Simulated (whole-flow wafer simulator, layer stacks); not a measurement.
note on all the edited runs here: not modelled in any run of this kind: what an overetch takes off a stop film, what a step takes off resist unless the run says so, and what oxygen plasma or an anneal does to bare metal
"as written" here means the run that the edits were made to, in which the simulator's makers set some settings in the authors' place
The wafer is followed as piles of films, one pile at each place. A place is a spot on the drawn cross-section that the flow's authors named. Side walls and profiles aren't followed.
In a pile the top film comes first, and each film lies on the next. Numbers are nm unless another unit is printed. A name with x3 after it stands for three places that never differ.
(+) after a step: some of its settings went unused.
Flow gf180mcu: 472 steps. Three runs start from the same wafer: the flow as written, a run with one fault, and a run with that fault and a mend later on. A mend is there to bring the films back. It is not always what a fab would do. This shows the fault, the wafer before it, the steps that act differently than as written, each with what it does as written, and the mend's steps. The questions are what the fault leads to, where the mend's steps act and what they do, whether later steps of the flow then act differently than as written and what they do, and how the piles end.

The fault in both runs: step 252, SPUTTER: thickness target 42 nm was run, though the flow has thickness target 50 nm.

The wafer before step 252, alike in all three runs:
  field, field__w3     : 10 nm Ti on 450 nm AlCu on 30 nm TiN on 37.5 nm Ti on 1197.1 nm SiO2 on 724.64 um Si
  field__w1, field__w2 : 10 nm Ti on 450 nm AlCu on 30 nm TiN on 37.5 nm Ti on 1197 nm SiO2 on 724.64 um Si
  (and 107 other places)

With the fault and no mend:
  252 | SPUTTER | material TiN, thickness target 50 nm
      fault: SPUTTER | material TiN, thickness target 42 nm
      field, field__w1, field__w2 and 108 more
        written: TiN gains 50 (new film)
        fault: TiN gains 42 (new film)
  Later steps of the flow acting differently than as written (not shown: 5 more steps that differ only slightly, by at most 2% or 0.5 nm, whichever is larger):
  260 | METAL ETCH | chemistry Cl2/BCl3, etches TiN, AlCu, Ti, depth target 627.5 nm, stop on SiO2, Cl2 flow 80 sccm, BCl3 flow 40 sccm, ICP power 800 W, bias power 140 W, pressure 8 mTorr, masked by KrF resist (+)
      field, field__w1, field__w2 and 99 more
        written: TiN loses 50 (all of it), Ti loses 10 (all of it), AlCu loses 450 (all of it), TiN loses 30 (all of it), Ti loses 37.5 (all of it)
        fault: TiN loses 42 (all of it), Ti loses 10 (all of it), AlCu loses 450 (all of it), TiN loses 30 (all of it), Ti loses 37.5 (all of it)
  At field__w8, contact, m1 and 6 more, the piles at the end differ from the flow's by more than 2% or 0.5 nm, whichever is larger.
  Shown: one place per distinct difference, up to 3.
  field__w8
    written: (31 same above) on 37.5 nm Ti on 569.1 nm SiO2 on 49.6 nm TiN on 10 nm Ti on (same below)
    fault: (31 same above) on 37.5 nm Ti on 577.1 nm SiO2 on 41.6 nm TiN on 10 nm Ti on (same below)
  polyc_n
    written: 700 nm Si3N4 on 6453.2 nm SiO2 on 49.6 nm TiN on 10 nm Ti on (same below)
    fault: 700 nm Si3N4 on 6461.2 nm SiO2 on 41.6 nm TiN on 10 nm Ti on (same below)
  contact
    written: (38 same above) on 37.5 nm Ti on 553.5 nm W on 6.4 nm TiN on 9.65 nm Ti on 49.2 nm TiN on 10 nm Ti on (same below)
    fault: (38 same above) on 37.5 nm Ti on 561.6 nm W on 6.37 nm TiN on 9.61 nm Ti on 41.2 nm TiN on 10 nm Ti on (same below)

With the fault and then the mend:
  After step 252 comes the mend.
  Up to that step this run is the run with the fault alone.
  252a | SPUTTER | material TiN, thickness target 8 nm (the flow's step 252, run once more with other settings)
      field, field__w1, field__w2 and 108 more
        TiN gains 8
  Later steps of the flow that are run all act as written at every place that is followed.
  At every place that both follow, the piles at the end match the flow's.
